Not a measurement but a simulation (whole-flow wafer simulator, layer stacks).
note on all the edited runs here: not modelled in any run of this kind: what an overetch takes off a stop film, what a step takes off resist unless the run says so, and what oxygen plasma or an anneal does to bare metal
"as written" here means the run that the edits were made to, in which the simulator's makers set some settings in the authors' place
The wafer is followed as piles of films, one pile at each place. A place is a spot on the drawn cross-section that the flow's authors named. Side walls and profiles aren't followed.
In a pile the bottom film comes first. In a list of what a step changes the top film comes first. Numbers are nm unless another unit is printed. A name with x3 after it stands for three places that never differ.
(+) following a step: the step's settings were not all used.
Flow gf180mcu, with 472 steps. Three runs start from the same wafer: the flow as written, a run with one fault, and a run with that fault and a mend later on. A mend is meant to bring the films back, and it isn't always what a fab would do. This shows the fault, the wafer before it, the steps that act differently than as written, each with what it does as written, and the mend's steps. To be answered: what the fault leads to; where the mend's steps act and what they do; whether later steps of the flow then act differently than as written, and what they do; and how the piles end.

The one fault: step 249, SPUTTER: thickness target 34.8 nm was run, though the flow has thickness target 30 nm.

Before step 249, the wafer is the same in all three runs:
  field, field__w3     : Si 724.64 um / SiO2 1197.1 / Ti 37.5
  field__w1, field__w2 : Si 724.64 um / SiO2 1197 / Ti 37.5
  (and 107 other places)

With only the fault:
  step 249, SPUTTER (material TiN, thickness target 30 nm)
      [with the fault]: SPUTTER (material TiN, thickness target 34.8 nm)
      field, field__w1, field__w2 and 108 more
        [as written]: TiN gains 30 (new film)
        [with the fault]: TiN gains 34.8 (new film)
  Steps further on in the flow that do not act as written (not shown: 1 more step that differs only slightly, by at most 2% or 0.5 nm, whichever is larger):
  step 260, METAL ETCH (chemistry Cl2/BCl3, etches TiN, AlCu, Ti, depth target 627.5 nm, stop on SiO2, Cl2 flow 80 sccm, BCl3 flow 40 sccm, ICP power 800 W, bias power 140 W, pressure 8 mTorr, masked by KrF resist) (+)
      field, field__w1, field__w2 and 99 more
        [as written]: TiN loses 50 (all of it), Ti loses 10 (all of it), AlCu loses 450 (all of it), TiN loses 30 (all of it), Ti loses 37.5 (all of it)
        [with the fault]: TiN loses 50 (all of it), Ti loses 10 (all of it), AlCu loses 450 (all of it), TiN loses 34.8 (all of it), Ti loses 37.5 (all of it)
  The piles end different from the flow's at field__w8, contact, m1 and 6 more by more than 2% or 0.5 nm, whichever is larger.
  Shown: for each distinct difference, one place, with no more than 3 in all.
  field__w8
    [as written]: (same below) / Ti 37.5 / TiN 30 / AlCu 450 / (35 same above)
    [with the fault]: (same below) / Ti 37.5 / TiN 34.8 / AlCu 450 / (35 same above)
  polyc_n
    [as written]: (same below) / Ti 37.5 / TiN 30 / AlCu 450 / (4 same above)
    [with the fault]: (same below) / Ti 37.5 / TiN 34.8 / AlCu 450 / (4 same above)
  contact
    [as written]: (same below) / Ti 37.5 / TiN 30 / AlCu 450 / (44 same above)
    [with the fault]: (same below) / Ti 37.5 / TiN 34.8 / AlCu 450 / (44 same above)

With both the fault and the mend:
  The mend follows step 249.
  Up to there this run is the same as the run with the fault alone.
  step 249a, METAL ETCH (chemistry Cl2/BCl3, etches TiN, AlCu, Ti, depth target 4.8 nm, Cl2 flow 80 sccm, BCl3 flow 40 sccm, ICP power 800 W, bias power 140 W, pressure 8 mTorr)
      field, field__w1, field__w2 and 108 more
        TiN loses 4.8
  None of the later steps of the flow acts differently than as written at any place that is followed.
  At every place that both follow, the piles at the end match the flow's.
